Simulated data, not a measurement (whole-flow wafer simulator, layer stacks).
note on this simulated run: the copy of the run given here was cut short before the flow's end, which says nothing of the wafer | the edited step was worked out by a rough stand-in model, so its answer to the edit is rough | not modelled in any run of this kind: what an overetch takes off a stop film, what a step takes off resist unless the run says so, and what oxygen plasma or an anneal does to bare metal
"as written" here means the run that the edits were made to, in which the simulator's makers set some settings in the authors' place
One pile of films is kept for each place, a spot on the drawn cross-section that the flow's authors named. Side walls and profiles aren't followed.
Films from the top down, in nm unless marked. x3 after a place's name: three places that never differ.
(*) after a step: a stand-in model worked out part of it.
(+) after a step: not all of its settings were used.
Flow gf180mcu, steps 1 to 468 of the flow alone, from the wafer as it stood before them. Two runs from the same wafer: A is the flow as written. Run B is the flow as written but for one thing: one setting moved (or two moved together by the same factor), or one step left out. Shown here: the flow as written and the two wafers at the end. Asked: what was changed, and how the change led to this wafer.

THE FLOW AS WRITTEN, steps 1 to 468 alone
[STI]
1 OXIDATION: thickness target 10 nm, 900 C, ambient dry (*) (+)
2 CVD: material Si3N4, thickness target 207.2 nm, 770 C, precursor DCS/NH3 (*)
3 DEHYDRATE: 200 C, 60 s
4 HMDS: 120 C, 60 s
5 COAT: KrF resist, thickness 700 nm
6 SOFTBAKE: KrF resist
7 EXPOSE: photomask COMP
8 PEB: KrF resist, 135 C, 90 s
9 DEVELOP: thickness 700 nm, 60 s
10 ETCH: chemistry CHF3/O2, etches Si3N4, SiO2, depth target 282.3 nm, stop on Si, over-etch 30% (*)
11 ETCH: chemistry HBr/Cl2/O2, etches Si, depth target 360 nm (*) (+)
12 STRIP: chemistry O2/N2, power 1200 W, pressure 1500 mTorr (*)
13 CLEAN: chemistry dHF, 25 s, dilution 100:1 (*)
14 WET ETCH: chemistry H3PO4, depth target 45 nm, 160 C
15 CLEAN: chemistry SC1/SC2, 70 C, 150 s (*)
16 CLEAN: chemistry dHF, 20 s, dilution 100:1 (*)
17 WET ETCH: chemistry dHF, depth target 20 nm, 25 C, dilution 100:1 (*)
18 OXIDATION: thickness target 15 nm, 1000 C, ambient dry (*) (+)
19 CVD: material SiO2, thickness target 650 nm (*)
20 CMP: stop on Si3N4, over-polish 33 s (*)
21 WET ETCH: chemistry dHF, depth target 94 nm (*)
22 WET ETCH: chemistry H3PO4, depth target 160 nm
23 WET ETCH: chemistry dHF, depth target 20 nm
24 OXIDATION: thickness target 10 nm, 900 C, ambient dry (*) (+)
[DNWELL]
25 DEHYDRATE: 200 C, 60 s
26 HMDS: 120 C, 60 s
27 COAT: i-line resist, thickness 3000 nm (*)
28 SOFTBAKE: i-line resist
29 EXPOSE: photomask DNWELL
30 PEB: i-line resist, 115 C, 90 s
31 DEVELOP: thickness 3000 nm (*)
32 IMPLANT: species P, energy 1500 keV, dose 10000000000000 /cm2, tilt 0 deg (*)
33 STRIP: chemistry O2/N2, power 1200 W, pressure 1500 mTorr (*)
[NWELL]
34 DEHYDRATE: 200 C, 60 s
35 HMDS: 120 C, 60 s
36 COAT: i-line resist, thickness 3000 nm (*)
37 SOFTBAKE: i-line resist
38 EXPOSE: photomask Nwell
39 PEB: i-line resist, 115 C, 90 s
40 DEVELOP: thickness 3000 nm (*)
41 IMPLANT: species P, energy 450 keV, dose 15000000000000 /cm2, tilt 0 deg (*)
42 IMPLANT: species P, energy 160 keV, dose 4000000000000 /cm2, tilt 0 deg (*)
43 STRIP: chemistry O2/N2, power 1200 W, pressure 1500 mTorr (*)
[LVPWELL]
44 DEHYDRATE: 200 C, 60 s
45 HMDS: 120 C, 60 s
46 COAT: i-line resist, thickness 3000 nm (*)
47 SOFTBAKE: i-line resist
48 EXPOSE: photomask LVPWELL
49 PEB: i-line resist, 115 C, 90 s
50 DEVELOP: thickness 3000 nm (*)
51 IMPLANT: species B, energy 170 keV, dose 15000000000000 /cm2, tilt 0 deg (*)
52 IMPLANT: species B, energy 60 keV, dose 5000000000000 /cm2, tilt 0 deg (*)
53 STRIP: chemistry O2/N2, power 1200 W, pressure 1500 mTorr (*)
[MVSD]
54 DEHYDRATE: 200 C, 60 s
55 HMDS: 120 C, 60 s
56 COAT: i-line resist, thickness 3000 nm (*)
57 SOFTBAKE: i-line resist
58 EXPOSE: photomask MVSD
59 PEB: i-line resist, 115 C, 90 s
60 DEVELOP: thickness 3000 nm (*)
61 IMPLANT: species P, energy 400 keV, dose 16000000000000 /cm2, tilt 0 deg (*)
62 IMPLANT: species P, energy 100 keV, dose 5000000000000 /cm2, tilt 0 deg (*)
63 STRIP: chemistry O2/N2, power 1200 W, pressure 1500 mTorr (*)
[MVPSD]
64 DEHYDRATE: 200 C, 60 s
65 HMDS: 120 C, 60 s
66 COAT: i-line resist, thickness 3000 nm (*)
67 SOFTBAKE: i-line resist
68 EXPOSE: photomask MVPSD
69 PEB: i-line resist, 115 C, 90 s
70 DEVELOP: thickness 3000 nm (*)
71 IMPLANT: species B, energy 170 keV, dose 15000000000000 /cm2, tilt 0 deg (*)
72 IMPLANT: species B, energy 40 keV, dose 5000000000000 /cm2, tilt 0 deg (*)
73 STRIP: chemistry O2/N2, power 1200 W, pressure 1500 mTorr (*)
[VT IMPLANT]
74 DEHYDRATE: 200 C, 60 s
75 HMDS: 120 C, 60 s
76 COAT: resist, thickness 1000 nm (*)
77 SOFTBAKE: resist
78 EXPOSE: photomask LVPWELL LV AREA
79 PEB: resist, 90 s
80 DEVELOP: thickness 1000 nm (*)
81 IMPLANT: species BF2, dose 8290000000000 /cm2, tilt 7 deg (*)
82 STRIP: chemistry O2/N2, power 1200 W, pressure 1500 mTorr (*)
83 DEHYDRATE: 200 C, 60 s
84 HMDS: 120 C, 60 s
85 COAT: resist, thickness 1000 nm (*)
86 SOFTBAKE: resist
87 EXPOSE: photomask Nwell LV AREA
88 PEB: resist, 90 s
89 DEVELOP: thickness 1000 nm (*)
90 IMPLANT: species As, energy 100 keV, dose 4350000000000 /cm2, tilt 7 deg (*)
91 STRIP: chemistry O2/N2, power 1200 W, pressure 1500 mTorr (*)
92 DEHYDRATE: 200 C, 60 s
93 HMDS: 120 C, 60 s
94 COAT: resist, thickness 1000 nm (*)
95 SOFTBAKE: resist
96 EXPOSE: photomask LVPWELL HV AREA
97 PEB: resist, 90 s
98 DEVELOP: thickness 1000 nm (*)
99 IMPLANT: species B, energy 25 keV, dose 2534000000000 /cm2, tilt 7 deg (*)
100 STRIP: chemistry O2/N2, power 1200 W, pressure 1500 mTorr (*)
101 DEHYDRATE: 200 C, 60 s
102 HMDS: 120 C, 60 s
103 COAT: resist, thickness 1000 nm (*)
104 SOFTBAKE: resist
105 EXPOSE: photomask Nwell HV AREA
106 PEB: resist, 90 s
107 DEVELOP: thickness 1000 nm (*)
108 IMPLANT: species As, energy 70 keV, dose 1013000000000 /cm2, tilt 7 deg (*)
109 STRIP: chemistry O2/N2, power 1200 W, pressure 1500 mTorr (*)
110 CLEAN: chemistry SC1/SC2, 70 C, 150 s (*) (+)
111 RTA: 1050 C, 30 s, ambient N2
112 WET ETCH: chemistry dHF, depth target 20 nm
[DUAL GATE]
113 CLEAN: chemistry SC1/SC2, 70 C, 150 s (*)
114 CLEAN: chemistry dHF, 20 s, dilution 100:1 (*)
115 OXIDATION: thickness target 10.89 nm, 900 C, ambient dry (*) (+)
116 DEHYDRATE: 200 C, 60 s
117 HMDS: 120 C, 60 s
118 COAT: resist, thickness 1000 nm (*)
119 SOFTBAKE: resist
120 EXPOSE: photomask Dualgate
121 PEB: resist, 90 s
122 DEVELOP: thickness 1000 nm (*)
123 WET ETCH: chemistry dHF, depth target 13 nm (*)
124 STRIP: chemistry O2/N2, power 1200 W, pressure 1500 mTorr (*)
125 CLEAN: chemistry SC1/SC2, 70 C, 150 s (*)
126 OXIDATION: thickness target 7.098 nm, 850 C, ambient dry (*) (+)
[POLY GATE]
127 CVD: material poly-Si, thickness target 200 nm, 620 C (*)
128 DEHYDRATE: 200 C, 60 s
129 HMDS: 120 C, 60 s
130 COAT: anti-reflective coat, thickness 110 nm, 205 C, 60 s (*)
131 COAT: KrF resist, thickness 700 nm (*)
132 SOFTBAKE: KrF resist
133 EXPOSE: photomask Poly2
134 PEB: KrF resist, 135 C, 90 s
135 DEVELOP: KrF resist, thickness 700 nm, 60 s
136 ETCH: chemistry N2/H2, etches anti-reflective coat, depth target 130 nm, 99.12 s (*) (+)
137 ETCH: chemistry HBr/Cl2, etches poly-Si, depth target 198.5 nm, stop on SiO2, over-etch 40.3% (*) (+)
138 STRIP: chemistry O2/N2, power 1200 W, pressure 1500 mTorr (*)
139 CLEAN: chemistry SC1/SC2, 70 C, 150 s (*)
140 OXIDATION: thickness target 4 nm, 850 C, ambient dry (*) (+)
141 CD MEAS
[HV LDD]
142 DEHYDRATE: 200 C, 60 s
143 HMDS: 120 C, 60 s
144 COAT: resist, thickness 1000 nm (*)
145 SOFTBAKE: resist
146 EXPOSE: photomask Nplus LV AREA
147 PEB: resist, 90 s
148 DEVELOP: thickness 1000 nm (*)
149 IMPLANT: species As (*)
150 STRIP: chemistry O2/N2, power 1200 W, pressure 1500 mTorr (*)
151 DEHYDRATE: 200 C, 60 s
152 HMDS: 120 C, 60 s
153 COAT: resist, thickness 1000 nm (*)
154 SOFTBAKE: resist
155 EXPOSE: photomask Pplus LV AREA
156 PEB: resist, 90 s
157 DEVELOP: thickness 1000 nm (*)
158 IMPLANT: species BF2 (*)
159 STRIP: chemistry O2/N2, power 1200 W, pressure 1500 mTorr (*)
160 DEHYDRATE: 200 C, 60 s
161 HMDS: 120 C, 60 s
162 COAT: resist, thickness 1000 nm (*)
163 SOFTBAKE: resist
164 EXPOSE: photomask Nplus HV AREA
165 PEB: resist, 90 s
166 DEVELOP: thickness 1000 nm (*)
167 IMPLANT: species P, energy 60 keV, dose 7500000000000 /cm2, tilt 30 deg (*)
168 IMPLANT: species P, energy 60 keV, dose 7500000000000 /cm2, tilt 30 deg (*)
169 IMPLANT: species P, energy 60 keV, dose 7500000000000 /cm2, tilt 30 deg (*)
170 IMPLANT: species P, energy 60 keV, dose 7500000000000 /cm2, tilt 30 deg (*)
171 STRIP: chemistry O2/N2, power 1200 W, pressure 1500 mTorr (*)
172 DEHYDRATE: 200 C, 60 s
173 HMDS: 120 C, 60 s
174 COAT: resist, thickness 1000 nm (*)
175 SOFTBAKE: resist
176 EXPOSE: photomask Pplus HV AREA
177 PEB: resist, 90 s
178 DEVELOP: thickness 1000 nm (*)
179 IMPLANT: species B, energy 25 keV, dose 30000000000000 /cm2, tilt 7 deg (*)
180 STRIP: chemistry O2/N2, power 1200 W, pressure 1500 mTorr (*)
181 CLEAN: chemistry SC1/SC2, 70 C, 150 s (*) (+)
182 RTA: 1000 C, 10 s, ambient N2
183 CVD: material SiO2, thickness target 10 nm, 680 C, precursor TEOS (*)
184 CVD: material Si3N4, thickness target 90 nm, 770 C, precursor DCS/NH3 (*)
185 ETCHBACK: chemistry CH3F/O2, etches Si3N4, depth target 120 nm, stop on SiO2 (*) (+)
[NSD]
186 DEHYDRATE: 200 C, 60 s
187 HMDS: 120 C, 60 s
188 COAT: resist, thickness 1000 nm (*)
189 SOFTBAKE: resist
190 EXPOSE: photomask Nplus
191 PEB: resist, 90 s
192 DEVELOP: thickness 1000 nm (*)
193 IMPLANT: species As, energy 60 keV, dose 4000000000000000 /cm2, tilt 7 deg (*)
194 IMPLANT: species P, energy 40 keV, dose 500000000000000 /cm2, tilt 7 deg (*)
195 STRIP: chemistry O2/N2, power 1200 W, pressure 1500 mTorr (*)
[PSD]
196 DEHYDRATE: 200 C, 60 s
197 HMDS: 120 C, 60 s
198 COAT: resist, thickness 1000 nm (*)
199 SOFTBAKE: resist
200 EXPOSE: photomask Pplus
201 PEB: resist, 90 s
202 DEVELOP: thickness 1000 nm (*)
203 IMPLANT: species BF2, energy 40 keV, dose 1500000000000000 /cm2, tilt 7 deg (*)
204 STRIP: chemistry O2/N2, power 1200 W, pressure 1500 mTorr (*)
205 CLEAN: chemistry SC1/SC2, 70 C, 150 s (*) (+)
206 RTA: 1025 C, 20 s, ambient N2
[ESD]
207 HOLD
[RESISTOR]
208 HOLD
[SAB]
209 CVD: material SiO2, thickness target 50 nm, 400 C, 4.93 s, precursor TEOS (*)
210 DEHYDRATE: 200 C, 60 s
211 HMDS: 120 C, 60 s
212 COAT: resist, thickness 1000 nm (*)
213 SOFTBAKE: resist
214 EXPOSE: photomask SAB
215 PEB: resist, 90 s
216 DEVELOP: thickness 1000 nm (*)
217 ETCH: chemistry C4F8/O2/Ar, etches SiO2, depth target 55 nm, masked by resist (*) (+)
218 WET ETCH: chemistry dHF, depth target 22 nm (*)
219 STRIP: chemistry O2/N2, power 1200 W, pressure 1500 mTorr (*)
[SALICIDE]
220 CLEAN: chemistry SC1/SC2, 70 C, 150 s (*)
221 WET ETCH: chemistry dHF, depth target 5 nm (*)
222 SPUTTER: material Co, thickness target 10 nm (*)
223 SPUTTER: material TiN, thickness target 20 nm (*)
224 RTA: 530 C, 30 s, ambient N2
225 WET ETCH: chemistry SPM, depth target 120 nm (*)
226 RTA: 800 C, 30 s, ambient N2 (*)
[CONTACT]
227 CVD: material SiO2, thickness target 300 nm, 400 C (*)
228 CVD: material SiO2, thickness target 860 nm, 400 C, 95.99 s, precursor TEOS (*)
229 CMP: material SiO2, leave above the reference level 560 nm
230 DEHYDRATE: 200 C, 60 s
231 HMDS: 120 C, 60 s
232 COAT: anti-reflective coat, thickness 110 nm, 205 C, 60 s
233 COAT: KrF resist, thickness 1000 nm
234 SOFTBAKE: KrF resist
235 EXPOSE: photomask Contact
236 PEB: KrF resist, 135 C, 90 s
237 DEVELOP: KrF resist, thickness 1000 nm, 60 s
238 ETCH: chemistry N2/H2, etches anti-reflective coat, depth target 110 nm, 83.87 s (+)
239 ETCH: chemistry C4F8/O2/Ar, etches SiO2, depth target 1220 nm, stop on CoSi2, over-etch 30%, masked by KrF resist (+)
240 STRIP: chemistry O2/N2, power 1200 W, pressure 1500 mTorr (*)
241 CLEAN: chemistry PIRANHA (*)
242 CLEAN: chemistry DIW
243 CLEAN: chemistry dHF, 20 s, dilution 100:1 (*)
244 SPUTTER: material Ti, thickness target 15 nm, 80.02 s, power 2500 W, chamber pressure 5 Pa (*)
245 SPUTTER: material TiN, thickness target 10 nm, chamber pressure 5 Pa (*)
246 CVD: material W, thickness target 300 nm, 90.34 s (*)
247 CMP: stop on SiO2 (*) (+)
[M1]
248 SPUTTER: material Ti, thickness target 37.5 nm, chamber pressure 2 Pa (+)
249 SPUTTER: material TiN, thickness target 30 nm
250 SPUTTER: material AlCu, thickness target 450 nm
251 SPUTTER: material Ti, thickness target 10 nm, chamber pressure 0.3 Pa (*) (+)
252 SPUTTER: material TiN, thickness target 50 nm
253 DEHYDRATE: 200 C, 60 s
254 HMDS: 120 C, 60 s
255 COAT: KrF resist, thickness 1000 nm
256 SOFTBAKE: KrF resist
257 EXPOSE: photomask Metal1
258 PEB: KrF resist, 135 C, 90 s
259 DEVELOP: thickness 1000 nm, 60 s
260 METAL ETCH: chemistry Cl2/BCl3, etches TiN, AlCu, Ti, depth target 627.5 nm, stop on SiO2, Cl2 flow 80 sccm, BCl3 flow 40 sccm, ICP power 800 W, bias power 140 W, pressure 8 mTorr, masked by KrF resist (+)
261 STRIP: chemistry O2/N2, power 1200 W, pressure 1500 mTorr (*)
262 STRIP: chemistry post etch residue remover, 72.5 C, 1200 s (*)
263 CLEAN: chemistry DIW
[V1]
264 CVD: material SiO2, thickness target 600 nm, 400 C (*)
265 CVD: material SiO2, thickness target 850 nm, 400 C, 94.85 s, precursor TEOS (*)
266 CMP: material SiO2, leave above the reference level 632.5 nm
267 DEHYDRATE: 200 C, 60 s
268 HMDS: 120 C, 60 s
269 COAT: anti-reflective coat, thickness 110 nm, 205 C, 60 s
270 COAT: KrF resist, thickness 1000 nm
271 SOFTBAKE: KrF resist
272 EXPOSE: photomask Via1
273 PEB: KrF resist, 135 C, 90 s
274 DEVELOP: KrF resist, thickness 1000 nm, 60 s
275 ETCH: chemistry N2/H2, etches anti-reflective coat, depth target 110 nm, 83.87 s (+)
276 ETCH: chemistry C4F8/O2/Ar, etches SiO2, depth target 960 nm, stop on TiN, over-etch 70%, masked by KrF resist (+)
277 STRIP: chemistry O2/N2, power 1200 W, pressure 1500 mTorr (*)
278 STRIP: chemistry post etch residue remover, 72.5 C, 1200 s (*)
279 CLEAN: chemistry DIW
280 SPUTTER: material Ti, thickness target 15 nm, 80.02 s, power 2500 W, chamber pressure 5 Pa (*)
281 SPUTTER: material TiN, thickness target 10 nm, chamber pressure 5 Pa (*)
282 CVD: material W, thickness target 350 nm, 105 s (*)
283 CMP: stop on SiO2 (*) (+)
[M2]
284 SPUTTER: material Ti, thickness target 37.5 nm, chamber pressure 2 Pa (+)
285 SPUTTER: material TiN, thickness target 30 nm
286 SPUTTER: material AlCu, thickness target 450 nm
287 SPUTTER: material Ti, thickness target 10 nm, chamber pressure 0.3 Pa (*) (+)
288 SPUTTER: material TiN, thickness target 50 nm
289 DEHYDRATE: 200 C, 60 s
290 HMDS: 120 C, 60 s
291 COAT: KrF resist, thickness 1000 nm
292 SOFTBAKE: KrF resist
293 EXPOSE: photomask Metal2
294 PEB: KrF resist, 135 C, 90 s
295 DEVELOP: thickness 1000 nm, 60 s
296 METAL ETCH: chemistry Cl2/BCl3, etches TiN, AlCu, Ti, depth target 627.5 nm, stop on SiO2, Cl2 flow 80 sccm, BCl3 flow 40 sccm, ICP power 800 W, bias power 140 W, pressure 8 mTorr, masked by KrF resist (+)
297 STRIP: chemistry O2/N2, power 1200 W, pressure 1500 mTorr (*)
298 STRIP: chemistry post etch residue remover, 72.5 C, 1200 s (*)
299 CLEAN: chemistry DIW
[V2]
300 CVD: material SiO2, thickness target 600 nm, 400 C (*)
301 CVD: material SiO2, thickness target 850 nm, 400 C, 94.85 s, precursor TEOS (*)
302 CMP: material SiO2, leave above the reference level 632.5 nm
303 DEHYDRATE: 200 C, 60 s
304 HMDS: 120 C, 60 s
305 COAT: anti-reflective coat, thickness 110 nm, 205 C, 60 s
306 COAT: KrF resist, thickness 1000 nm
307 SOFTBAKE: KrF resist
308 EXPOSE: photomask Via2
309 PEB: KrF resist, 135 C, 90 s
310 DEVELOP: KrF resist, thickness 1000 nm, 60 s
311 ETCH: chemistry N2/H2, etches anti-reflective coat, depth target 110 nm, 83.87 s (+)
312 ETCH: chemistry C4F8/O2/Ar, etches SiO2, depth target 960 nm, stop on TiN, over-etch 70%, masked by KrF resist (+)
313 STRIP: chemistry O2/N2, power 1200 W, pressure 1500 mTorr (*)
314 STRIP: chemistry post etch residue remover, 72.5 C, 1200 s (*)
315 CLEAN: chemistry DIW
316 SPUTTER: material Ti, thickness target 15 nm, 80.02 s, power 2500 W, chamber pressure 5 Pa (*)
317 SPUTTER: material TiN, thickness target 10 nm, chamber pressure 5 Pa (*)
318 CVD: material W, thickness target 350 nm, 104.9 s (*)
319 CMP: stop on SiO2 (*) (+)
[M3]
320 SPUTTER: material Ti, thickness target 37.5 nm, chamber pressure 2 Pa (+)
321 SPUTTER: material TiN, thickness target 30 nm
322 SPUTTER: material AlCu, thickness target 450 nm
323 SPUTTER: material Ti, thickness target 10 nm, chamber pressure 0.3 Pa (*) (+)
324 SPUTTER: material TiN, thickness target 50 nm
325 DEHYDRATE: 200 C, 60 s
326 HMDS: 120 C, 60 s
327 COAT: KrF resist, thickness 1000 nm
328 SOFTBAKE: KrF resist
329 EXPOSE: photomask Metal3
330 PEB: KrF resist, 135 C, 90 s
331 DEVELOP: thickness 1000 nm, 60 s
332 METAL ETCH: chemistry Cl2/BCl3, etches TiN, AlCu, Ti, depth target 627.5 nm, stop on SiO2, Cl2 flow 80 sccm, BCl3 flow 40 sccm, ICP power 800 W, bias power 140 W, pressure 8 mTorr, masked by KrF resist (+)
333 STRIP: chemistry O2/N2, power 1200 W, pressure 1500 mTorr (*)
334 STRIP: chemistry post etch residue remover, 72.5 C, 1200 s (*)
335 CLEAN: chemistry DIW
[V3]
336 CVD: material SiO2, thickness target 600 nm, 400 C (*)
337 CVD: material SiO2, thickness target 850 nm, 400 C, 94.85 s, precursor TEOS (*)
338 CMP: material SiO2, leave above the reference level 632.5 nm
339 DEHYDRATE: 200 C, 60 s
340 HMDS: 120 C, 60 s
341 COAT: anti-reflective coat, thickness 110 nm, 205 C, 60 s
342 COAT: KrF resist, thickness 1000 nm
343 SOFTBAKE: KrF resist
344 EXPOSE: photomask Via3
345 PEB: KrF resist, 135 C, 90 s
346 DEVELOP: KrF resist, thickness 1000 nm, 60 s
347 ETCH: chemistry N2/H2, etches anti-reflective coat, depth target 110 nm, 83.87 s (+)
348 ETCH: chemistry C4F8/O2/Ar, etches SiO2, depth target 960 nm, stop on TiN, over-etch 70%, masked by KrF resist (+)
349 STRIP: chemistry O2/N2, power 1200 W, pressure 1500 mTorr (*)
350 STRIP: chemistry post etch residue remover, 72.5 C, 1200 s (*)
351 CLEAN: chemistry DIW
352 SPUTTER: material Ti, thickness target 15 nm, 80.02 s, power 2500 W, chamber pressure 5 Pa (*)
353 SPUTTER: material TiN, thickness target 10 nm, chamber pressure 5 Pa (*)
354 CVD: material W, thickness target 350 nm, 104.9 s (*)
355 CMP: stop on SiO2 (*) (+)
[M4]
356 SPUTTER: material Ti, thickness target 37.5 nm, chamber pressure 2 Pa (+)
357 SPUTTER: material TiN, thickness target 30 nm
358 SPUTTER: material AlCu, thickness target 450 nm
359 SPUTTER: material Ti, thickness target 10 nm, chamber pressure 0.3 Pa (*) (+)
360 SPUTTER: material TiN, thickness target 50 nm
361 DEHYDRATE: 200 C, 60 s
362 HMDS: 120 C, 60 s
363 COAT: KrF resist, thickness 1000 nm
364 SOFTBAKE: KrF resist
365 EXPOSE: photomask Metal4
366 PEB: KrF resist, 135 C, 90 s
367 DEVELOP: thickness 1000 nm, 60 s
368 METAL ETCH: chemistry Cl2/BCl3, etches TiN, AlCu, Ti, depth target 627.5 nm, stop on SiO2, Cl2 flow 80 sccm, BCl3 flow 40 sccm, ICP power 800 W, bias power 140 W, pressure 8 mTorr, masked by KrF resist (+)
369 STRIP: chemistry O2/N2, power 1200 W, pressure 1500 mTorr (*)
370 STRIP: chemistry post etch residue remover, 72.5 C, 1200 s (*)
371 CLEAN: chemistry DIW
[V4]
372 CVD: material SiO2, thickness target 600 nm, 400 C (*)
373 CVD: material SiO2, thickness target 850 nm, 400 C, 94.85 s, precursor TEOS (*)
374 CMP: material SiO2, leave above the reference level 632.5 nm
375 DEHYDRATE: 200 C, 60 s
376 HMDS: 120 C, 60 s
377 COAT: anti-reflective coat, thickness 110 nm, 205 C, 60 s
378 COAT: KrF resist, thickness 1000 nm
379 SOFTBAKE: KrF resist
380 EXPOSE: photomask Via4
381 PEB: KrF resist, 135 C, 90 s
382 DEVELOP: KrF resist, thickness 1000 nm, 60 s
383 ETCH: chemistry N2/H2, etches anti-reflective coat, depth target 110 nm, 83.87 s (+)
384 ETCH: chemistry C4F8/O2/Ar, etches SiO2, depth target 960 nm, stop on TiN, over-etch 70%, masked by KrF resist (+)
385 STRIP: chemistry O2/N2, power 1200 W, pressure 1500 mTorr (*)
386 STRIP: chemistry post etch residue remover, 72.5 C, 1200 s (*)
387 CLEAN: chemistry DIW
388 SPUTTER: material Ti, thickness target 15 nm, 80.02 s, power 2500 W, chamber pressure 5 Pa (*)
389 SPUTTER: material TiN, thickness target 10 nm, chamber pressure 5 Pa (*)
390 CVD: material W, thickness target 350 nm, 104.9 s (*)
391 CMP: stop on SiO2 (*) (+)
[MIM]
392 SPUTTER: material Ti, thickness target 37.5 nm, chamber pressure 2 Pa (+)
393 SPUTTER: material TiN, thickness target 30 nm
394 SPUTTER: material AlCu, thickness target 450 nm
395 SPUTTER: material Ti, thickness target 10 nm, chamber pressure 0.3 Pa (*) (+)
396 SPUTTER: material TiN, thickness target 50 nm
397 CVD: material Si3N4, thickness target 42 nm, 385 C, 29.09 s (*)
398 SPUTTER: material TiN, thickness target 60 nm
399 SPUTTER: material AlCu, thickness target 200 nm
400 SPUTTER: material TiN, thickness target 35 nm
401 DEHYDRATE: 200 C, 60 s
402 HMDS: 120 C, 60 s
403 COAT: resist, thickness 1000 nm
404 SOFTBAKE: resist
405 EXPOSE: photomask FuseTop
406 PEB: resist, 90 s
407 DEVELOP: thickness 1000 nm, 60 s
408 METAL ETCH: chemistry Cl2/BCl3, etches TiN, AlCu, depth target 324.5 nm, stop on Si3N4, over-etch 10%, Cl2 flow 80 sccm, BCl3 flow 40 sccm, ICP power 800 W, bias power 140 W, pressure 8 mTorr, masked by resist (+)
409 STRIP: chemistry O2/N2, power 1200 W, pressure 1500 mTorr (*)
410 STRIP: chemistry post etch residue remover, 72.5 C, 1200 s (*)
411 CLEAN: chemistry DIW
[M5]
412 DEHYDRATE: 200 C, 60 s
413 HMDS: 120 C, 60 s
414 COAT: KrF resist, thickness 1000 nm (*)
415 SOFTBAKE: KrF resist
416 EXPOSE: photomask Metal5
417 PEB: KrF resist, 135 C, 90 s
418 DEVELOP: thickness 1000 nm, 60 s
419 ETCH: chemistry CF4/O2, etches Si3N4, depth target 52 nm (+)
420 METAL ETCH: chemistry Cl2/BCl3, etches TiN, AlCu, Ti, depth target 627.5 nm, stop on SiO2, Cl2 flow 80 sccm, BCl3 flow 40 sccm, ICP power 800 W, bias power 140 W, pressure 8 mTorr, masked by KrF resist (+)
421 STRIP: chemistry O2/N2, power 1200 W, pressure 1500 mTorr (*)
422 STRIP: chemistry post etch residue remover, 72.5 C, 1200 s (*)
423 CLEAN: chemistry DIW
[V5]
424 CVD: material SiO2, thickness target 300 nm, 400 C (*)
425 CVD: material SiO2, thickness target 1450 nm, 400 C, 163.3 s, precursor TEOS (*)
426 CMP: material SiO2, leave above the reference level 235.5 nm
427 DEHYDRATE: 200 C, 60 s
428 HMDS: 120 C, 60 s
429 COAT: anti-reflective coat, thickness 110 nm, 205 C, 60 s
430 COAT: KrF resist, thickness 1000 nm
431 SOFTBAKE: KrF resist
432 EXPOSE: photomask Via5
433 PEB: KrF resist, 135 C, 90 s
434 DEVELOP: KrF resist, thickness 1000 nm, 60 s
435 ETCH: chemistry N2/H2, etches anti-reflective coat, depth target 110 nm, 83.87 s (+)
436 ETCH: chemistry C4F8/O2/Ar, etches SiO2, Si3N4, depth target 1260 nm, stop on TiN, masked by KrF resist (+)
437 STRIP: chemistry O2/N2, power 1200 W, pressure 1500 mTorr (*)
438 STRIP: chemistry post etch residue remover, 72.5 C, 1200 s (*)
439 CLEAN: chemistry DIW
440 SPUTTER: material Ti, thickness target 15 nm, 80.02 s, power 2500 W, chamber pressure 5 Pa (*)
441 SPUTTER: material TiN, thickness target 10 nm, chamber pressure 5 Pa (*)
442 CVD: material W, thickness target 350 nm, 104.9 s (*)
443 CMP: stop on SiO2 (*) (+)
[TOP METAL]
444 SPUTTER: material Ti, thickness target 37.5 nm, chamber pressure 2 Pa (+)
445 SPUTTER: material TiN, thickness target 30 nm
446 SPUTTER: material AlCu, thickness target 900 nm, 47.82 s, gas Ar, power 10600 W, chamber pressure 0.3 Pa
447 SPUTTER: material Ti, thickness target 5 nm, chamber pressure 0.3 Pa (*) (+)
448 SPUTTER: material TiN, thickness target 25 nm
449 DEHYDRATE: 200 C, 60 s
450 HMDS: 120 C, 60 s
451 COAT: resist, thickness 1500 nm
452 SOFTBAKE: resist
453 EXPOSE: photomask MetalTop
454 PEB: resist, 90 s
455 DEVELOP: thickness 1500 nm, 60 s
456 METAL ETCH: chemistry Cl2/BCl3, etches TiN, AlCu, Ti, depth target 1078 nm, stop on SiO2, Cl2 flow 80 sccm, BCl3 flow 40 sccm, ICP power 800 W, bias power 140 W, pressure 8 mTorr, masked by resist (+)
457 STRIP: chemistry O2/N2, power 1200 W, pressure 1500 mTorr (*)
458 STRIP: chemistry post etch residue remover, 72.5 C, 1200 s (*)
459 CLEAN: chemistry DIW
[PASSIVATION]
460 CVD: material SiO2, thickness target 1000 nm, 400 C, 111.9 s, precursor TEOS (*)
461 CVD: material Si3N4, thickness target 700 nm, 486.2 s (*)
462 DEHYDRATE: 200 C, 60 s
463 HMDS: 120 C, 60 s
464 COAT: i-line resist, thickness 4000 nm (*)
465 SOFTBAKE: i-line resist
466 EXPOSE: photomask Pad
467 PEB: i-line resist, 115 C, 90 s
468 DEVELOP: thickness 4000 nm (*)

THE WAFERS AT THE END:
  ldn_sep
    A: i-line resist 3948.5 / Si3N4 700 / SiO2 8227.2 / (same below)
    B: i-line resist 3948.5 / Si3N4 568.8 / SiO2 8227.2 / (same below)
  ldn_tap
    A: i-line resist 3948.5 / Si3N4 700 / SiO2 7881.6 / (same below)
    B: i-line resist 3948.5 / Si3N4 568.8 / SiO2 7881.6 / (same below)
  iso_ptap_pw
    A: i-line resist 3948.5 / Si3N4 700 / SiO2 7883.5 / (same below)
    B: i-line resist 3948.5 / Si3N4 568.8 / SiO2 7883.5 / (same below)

The cause: step 461, CVD: 395 s was run, where the flow has 486.2 s.

How the change led to this, step by step:
  461 CVD: material Si3N4, thickness target 700 nm, 486.2 s (*)
      field, field__w1, field__w2 and 109 more: A Si3N4 +700 (new film) | B Si3N4 +568.8 (new film)
  465 SOFTBAKE: i-line resist
      field_sub__w4: A i-line resist +35 | B i-line resist +34.3
      gate_nat: A i-line resist -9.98 | B i-line resist -9.33
      (and at 2 more places)
